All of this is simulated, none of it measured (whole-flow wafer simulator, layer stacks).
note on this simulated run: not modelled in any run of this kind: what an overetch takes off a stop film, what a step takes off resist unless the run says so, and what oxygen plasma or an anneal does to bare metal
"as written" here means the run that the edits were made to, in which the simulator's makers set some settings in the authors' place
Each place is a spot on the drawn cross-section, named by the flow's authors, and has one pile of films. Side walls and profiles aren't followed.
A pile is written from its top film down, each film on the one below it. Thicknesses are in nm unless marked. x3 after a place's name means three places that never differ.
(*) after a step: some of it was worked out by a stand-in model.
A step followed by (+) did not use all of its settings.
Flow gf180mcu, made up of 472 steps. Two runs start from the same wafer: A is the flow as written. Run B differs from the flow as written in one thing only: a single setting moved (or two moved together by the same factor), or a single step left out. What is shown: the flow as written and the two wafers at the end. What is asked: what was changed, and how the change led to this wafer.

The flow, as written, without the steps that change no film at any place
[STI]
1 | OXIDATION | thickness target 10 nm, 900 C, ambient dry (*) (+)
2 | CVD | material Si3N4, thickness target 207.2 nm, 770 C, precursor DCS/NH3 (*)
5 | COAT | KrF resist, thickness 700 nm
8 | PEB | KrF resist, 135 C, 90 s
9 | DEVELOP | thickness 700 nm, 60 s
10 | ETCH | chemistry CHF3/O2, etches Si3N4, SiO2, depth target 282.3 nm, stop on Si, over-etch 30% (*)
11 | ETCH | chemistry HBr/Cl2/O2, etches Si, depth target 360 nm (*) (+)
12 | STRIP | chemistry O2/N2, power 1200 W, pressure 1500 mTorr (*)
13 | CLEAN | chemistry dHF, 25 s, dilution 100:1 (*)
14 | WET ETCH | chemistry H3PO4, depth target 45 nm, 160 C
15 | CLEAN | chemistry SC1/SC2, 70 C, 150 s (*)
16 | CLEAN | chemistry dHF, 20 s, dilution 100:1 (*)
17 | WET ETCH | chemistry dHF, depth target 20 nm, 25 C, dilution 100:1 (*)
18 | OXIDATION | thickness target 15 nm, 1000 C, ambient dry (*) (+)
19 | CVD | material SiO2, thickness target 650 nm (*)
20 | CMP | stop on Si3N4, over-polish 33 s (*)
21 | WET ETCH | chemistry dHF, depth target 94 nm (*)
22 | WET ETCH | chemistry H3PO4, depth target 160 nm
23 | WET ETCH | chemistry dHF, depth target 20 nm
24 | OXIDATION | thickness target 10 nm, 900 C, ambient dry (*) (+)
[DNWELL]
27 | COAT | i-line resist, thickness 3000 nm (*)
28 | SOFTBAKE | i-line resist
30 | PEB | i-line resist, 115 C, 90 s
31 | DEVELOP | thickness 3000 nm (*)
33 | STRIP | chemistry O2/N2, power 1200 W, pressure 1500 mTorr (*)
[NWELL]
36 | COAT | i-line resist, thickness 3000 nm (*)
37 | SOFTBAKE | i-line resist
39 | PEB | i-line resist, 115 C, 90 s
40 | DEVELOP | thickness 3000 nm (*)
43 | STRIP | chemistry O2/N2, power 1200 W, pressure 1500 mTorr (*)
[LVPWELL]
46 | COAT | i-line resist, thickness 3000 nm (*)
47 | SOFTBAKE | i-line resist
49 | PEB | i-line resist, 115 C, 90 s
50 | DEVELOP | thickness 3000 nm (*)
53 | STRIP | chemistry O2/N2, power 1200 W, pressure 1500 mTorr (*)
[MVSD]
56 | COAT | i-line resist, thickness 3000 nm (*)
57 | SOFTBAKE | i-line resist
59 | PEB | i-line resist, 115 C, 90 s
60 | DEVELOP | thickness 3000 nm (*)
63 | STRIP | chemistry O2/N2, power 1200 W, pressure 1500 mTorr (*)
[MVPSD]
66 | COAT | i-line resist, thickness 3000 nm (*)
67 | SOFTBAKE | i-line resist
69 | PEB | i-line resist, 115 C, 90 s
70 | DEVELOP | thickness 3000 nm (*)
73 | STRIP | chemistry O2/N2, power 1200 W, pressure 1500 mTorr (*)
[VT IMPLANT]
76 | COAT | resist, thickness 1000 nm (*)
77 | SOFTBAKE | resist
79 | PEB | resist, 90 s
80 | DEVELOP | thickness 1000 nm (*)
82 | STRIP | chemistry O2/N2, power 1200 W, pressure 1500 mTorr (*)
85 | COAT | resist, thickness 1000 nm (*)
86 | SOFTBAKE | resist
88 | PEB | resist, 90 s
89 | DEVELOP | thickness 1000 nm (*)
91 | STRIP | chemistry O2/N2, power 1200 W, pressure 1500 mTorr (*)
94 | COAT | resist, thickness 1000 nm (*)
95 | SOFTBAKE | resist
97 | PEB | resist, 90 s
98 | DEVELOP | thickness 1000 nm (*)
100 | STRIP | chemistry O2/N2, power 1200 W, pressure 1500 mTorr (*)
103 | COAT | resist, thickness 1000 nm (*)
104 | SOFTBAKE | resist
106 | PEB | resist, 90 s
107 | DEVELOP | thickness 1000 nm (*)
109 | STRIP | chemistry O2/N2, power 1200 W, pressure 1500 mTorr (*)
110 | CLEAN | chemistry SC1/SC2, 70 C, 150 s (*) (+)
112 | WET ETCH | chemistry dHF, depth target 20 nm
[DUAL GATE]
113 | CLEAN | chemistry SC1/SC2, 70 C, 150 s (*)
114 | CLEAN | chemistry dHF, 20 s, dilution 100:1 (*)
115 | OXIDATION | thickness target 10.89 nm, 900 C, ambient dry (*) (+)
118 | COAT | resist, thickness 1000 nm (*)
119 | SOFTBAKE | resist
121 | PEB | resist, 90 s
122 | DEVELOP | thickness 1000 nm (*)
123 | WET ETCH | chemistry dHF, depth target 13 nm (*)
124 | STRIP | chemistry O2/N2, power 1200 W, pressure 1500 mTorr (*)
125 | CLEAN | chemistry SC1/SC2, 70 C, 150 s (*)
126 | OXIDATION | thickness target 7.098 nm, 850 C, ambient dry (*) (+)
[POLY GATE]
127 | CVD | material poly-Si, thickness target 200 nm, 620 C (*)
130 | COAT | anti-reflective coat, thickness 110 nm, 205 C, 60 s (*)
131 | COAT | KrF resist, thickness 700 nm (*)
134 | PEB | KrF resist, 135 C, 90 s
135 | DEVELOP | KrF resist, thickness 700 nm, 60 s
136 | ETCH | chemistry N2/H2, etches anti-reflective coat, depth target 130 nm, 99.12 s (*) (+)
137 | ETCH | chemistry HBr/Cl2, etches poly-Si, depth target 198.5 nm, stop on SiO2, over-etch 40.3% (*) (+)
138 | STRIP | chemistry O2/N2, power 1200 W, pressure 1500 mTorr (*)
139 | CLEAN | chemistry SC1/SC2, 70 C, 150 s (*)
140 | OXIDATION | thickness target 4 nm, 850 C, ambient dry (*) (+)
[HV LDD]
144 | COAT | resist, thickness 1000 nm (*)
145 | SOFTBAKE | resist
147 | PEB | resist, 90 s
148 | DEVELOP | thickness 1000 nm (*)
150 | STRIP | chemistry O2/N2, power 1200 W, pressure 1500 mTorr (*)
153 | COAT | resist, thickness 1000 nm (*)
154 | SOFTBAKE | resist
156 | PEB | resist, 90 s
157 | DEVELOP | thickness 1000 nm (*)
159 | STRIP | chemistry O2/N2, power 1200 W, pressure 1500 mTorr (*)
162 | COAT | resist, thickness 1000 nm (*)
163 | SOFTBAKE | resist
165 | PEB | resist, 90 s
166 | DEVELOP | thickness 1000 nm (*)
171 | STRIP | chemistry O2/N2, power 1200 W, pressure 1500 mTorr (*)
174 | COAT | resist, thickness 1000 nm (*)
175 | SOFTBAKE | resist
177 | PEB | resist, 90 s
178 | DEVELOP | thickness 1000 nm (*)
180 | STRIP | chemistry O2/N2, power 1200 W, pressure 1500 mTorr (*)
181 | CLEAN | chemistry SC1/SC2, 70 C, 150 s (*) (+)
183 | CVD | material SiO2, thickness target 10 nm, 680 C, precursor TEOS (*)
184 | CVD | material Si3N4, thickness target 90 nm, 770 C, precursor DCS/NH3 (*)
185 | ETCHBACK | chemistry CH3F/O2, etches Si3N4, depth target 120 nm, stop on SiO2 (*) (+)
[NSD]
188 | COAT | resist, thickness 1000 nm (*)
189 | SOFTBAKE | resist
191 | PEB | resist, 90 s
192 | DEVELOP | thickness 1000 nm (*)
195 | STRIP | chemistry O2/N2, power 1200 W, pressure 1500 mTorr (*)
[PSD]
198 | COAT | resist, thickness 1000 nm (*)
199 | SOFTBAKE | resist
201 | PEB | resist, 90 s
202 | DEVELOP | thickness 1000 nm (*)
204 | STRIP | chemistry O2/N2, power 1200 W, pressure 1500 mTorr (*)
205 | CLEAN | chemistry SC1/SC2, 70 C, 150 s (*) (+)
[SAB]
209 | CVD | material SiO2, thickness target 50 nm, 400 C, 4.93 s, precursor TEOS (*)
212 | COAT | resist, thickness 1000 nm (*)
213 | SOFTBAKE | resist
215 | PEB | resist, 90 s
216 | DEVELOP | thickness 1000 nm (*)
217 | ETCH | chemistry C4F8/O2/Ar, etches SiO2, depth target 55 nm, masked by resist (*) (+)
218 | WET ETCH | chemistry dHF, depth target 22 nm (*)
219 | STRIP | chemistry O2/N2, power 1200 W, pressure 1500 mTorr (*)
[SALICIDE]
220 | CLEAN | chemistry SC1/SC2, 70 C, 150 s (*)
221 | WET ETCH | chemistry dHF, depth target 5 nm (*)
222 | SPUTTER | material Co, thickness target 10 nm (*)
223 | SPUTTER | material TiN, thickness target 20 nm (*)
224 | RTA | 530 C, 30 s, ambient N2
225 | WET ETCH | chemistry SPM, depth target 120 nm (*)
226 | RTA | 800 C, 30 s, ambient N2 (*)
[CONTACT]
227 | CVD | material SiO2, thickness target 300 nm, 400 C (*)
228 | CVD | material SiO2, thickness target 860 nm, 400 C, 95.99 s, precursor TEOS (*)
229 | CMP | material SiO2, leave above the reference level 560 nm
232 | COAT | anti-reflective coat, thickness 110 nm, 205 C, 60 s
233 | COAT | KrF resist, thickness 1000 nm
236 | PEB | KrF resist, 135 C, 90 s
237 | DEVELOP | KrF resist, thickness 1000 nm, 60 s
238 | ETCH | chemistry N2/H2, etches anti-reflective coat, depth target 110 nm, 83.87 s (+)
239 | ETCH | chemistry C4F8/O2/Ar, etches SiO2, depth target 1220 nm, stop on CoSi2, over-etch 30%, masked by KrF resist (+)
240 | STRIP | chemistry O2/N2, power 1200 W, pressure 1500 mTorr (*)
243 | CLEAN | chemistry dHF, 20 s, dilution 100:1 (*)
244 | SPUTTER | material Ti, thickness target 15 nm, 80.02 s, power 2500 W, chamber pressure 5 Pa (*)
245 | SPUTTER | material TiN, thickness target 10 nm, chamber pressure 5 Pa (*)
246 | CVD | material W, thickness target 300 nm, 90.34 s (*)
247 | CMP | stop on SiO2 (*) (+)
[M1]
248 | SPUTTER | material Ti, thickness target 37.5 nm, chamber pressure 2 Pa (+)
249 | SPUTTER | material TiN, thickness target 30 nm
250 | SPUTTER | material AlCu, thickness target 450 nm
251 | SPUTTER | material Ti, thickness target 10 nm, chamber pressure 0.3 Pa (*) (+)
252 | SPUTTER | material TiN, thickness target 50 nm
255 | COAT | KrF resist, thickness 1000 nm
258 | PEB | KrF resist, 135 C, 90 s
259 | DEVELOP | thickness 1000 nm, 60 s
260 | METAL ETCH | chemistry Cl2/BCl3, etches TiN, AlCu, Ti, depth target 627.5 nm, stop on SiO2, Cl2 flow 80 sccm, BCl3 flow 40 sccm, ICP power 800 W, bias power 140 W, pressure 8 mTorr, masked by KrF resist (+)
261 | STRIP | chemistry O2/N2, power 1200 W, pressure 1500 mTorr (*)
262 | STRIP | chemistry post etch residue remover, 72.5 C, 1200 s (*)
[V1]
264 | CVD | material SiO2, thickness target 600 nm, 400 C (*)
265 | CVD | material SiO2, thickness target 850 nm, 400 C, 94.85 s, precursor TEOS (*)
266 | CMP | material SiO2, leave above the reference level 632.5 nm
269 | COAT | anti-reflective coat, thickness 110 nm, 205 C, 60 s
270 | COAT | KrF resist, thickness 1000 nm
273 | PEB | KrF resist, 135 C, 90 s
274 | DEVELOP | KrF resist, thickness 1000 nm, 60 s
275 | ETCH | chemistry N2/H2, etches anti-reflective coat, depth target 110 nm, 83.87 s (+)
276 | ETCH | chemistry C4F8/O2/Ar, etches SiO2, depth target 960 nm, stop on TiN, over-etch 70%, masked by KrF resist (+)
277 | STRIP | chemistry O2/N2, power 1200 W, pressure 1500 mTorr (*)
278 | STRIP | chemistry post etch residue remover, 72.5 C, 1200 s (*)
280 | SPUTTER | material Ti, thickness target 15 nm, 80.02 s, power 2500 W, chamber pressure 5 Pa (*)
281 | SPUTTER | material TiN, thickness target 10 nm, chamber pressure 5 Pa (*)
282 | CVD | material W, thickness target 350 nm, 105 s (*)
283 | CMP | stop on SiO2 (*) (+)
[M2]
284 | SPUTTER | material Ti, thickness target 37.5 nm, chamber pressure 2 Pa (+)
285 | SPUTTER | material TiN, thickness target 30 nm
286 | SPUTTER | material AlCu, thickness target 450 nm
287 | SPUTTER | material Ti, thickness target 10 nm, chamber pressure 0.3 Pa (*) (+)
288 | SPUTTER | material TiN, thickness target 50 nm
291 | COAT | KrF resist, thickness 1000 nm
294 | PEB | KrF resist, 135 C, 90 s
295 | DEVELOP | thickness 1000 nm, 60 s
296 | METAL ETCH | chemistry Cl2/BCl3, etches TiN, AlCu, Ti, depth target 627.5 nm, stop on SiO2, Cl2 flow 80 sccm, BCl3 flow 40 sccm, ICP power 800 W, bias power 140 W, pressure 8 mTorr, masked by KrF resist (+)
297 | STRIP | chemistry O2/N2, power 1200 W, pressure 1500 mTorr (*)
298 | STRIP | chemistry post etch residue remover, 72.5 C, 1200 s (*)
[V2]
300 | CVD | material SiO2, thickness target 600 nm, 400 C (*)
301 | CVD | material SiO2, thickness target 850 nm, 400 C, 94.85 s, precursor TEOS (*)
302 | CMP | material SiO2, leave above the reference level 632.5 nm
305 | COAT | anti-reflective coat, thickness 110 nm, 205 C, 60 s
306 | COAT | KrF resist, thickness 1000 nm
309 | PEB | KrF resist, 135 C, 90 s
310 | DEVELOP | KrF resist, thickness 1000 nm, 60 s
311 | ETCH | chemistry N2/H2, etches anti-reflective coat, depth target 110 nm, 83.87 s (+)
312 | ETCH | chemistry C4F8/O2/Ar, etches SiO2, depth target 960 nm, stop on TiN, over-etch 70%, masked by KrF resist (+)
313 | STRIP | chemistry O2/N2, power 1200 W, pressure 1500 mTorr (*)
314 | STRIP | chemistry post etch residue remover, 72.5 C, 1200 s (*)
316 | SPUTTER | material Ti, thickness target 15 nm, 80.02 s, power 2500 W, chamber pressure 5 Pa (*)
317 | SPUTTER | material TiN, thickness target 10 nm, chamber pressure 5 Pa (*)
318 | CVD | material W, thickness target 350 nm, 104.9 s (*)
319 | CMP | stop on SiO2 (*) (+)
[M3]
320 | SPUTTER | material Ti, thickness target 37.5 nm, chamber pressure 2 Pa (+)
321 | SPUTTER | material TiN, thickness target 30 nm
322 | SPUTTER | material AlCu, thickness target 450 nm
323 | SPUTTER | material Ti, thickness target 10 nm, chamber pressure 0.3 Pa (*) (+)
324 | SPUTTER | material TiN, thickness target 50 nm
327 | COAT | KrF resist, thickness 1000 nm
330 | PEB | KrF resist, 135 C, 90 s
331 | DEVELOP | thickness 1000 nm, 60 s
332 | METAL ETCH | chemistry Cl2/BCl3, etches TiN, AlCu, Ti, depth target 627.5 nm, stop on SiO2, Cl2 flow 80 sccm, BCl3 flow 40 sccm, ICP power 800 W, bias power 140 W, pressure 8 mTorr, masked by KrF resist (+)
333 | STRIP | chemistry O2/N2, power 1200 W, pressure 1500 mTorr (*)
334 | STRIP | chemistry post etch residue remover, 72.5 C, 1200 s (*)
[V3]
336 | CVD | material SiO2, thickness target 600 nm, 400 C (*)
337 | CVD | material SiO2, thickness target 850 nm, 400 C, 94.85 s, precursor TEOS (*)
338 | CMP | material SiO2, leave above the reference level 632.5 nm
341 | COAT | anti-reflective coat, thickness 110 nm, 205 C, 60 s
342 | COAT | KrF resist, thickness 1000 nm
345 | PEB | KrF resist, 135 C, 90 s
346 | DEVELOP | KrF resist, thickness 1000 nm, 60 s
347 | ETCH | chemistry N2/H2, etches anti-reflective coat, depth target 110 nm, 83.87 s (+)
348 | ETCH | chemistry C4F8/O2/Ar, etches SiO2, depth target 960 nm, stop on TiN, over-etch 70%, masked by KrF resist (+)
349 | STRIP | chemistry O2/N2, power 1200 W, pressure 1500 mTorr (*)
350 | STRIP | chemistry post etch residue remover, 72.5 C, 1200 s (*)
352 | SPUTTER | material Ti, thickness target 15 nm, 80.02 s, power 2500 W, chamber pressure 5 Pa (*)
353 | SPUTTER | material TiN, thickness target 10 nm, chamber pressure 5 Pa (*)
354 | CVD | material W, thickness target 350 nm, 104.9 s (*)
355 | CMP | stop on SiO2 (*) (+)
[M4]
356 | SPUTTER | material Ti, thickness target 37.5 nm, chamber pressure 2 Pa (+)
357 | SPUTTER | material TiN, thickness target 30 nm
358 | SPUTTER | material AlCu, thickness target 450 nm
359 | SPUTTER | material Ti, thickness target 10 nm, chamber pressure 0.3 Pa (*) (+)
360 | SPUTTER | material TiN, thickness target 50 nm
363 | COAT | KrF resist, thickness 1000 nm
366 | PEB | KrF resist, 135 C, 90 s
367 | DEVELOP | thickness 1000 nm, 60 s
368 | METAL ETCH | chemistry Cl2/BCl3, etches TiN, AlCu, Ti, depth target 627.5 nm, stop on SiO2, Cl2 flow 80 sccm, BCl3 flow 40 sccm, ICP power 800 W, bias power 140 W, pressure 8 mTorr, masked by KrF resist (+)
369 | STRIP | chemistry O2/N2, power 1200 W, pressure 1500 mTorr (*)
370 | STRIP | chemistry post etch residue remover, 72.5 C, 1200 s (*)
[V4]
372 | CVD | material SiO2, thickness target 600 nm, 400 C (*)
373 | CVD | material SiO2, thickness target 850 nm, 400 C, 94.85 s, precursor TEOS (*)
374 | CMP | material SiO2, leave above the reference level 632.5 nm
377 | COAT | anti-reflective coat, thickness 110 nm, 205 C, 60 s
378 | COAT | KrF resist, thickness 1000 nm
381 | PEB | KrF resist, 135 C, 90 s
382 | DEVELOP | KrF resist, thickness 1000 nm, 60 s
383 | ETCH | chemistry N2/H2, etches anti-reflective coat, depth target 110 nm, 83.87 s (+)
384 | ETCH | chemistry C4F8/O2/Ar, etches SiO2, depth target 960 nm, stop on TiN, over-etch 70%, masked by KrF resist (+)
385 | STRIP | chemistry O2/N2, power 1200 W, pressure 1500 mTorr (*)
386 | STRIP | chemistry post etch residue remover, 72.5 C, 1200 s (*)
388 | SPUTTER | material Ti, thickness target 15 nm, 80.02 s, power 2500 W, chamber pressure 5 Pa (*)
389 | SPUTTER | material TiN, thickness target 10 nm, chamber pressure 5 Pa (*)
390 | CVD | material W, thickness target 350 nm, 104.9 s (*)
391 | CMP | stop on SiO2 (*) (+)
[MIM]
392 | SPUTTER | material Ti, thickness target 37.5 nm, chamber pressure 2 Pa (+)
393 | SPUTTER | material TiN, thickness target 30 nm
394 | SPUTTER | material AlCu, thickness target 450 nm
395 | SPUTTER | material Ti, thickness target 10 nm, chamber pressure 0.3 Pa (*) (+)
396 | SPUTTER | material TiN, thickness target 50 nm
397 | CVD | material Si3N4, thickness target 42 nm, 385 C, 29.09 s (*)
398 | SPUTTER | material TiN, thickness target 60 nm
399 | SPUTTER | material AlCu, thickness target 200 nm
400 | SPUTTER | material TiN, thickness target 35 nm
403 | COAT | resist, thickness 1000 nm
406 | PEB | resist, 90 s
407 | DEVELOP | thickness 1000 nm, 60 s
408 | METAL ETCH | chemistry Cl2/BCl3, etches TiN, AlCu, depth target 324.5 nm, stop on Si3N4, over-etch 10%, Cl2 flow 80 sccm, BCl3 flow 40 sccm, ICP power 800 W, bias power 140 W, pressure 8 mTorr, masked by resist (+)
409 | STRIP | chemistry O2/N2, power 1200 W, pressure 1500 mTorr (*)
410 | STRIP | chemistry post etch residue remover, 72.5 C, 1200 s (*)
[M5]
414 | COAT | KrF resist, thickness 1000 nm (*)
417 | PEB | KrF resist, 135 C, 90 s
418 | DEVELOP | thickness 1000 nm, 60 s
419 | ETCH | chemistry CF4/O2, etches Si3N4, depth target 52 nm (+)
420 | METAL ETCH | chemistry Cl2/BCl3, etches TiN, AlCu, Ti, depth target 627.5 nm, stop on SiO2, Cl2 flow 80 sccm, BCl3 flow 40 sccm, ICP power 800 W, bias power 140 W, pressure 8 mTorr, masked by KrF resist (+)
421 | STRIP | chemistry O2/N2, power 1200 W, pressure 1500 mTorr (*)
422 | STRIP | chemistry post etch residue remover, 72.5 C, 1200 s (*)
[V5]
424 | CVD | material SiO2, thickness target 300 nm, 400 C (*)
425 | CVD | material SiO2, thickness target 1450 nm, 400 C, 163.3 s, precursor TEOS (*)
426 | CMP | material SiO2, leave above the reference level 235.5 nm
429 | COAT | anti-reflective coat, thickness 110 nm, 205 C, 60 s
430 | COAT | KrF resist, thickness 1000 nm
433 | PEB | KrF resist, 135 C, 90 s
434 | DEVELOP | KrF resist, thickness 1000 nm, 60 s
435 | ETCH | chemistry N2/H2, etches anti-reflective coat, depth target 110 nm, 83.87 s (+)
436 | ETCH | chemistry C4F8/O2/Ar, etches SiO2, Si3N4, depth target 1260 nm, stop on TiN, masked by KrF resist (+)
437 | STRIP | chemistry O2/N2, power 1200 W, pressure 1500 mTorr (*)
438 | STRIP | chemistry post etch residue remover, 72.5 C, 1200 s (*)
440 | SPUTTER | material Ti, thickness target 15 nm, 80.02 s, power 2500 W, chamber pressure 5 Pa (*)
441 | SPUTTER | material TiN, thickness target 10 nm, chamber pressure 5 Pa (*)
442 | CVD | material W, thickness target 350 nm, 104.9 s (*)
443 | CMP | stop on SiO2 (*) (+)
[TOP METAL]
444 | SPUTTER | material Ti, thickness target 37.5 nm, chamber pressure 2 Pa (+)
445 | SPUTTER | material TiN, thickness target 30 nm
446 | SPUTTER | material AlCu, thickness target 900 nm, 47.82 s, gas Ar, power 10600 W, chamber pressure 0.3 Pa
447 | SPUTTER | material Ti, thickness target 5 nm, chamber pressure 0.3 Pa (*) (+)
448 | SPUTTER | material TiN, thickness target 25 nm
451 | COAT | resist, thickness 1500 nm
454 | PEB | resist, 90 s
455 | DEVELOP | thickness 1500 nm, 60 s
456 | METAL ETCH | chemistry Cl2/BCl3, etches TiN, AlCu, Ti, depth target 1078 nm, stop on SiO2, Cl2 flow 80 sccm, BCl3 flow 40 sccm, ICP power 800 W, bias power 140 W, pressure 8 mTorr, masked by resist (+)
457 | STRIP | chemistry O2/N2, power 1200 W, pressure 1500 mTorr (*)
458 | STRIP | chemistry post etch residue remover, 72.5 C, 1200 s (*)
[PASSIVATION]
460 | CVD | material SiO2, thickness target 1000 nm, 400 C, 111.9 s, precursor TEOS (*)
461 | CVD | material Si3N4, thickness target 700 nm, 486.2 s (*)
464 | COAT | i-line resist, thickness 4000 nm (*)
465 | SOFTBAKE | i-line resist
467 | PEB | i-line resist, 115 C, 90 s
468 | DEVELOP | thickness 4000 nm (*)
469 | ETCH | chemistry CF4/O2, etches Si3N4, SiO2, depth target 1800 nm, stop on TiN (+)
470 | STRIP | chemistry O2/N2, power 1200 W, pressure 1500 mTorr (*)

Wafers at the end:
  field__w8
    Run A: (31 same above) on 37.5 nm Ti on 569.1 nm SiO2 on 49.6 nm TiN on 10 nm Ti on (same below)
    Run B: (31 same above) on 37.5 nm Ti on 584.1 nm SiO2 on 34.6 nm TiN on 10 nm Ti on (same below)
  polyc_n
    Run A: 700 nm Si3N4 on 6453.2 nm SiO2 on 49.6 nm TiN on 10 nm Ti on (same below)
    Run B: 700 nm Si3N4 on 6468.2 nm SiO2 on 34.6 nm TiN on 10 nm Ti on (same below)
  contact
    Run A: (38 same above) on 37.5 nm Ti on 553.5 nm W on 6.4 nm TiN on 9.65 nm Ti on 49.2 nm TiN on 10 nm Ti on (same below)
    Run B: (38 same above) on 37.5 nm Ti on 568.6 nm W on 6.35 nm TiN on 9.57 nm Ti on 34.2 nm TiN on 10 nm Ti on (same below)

The reason: step 252, SPUTTER: thickness target 35 nm was run, whereas the flow has thickness target 50 nm.

The path from the change to this, step by step:
  252 | SPUTTER | material TiN, thickness target 50 nm
      field, field__w1, field__w2 and 108 more: A +50 TiN (new film) | B +35 TiN (new film)
  260 | METAL ETCH | chemistry Cl2/BCl3, etches TiN, AlCu, Ti, depth target 627.5 nm, stop on SiO2, Cl2 flow 80 sccm, BCl3 flow 40 sccm, ICP power 800 W, bias power 140 W, pressure 8 mTorr, masked by KrF resist (+)
      field, field__w1, field__w2 and 99 more: A -50 TiN (all of it), -10 Ti (all of it), -450 AlCu (all of it), -30 TiN (all of it), -37.5 Ti (all of it) | B -35 TiN (all of it), -10 Ti (all of it), -450 AlCu (all of it), -30 TiN (all of it), -37.5 Ti (all of it)
  276 | ETCH | chemistry C4F8/O2/Ar, etches SiO2, depth target 960 nm, stop on TiN, over-etch 70%, masked by KrF resist (+)
      contact: A -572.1 SiO2 (all of it) | B -587.1 SiO2 (all of it)
